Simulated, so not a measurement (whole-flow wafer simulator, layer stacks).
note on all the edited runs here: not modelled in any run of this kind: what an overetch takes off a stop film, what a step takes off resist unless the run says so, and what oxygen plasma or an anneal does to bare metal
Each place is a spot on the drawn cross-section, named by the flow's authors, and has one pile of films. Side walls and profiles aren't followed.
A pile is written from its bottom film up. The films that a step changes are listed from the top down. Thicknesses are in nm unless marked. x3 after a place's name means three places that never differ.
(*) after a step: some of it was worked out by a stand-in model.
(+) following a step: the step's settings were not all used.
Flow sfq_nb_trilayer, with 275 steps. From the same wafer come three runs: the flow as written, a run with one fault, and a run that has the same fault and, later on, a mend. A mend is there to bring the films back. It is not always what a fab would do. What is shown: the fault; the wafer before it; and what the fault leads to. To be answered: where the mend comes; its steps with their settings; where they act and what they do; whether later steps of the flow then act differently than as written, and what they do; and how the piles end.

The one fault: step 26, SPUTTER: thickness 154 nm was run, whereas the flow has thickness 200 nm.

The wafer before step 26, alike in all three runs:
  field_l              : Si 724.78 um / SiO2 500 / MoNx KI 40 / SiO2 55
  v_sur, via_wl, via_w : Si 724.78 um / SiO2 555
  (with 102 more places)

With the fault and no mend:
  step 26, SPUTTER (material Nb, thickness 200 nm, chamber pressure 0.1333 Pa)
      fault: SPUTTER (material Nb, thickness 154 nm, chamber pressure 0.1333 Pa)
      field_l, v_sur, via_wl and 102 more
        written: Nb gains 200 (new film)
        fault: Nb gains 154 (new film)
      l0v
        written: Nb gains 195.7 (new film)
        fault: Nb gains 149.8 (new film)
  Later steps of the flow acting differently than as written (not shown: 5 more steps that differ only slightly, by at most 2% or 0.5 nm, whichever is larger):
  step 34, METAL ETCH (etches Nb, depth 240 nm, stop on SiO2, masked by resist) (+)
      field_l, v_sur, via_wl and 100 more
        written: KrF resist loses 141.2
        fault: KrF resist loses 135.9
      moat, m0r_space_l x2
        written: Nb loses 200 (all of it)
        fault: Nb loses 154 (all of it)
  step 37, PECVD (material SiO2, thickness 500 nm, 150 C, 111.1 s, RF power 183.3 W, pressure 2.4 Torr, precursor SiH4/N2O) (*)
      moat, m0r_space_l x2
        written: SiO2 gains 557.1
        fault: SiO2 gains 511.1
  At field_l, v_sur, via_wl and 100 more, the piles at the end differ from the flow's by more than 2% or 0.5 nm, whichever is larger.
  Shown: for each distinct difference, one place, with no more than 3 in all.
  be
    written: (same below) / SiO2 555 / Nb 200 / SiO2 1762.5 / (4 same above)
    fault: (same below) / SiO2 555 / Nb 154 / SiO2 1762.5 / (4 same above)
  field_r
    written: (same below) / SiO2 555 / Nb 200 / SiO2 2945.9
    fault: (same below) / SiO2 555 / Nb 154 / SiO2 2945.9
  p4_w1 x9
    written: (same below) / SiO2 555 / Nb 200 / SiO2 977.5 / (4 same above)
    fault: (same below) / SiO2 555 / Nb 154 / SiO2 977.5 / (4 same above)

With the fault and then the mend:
  The mend follows step 26.
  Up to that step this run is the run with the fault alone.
  step 26a, SPUTTER (material Nb, thickness 46 nm, chamber pressure 0.1333 Pa) (a further turn of the flow's step 26, with different settings)
      field_l, via_wl, via_w and 100 more
        Nb gains 46
      v_sur
        Nb gains 44.4
      lsp_r
        Nb gains 45.2
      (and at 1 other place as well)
  Later steps of the flow that are run all act as written at every place that is followed, up to a difference of at most 2% or 0.5 nm, whichever is larger.
  When the end is reached, the piles differ only a little from the flow's at the places that both follow, at most by 2% or 0.5 nm, whichever is larger.
